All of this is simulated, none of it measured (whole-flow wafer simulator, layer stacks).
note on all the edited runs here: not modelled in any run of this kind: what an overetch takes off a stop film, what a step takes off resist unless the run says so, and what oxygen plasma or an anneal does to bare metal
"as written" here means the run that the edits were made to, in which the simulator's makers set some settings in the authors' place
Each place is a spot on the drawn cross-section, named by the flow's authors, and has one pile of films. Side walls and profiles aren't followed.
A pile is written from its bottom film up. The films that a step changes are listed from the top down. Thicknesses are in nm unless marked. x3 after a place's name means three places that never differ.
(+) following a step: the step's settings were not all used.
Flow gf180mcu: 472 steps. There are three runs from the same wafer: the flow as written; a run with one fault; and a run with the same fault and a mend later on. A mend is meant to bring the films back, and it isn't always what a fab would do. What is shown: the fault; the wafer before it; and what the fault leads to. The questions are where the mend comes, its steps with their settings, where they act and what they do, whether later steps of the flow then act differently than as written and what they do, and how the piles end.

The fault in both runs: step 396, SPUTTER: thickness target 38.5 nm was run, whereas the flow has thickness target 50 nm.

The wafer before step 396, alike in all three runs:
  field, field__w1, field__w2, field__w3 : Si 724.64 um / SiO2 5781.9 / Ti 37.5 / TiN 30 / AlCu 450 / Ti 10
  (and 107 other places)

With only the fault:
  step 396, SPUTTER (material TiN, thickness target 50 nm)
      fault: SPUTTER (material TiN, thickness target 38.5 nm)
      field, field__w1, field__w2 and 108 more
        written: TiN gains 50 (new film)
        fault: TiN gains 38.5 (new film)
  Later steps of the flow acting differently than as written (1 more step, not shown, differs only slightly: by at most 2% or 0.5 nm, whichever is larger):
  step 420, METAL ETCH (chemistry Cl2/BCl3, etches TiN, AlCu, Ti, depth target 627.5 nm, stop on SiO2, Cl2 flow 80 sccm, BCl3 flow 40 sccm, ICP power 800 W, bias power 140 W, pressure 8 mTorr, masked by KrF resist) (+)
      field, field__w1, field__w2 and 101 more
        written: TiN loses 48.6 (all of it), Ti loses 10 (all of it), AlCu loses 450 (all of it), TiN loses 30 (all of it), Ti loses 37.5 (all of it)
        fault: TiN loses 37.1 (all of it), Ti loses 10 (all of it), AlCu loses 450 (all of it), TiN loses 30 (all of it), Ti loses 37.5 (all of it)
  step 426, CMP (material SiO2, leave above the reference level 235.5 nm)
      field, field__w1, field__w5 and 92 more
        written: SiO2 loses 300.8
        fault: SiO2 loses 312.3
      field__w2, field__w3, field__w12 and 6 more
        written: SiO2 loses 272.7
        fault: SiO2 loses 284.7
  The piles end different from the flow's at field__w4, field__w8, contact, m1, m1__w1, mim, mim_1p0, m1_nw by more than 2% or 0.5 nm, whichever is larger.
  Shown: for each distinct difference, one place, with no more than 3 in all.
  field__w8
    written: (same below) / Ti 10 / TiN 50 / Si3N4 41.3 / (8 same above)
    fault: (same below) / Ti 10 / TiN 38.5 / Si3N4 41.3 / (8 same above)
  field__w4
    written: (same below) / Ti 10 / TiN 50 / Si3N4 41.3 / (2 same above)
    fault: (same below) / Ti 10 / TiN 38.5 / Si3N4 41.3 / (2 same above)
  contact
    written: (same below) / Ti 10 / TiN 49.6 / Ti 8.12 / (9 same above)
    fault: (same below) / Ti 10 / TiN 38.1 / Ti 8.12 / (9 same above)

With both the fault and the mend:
  The mend stands after step 396.
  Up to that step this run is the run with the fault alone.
  step 396a, SPUTTER (material TiN, thickness target 11.5 nm) (a further turn of the flow's step 396, with different settings)
      field, field__w1, field__w2 and 108 more
        TiN gains 11.5
  None of the later steps of the flow acts differently than as written at any place that is followed.
  At every place that both follow, the piles at the end match the flow's.
